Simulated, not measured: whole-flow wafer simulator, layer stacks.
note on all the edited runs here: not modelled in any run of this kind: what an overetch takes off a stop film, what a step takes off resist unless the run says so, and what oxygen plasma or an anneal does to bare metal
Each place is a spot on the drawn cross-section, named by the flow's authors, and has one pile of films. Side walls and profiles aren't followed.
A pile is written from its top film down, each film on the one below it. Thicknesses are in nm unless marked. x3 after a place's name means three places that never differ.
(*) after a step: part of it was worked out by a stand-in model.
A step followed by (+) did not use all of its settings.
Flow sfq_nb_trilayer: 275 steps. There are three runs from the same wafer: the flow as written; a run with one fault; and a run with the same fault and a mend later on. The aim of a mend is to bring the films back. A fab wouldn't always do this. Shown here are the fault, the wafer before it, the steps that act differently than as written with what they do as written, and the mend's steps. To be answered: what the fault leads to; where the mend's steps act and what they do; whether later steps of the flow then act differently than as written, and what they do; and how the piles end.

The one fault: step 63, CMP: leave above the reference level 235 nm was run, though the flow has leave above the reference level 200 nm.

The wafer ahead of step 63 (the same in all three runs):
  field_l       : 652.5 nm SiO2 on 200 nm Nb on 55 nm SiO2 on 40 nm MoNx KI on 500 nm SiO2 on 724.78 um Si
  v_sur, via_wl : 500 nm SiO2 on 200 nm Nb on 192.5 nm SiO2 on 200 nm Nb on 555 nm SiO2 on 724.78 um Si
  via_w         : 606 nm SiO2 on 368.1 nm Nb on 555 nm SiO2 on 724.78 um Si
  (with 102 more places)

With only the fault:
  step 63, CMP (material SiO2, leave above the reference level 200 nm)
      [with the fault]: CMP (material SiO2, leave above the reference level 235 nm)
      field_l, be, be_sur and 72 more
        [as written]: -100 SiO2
        [with the fault]: -65 SiO2
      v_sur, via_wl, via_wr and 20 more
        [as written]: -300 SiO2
        [with the fault]: -265 SiO2
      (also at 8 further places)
  Later steps of the flow acting differently than as written (5 more steps, not shown, differ only slightly: by at most 2% or 0.5 nm, whichever is larger):
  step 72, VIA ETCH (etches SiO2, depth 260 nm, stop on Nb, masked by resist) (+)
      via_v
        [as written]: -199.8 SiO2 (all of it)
        [with the fault]: -234.8 SiO2 (all of it)
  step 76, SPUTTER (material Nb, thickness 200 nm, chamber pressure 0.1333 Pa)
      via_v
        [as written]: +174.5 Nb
        [with the fault]: +168 Nb
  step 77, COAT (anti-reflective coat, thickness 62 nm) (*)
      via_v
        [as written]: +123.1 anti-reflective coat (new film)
        [with the fault]: +130.6 anti-reflective coat (new film)
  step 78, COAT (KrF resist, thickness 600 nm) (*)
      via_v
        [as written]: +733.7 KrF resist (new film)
        [with the fault]: +762 KrF resist (new film)
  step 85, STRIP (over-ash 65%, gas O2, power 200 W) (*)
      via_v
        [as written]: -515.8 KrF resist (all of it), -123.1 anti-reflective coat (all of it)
        [with the fault]: -544 KrF resist (all of it), -130.6 anti-reflective coat (all of it)
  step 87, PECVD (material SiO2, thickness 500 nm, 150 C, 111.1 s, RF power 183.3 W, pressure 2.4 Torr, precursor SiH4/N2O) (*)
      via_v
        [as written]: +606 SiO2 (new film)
        [with the fault]: +647.6 SiO2 (new film)
  By the end, the piles at v_sur, via_wl, via_w and 36 more depart from the flow's by more than 2% or 0.5 nm, whichever is larger.
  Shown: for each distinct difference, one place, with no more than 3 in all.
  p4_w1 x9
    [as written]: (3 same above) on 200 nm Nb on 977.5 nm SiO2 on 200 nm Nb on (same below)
    [with the fault]: (3 same above) on 200 nm Nb on 1012.5 nm SiO2 on 200 nm Nb on (same below)
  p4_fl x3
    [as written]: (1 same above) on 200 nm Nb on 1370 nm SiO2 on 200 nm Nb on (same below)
    [with the fault]: (1 same above) on 200 nm Nb on 1405 nm SiO2 on 200 nm Nb on (same below)
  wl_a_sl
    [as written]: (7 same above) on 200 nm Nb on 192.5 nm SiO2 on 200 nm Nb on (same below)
    [with the fault]: (7 same above) on 200 nm Nb on 227.5 nm SiO2 on 200 nm Nb on (same below)

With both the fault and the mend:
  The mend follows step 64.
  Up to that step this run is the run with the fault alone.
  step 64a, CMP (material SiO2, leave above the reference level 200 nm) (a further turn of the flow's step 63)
      field_l, v_sur, via_wl and 103 more
        -35 SiO2
  Later steps of the flow that are run all act as written at every place that is followed.
  The piles end the same as the flow's at every place that both follow.
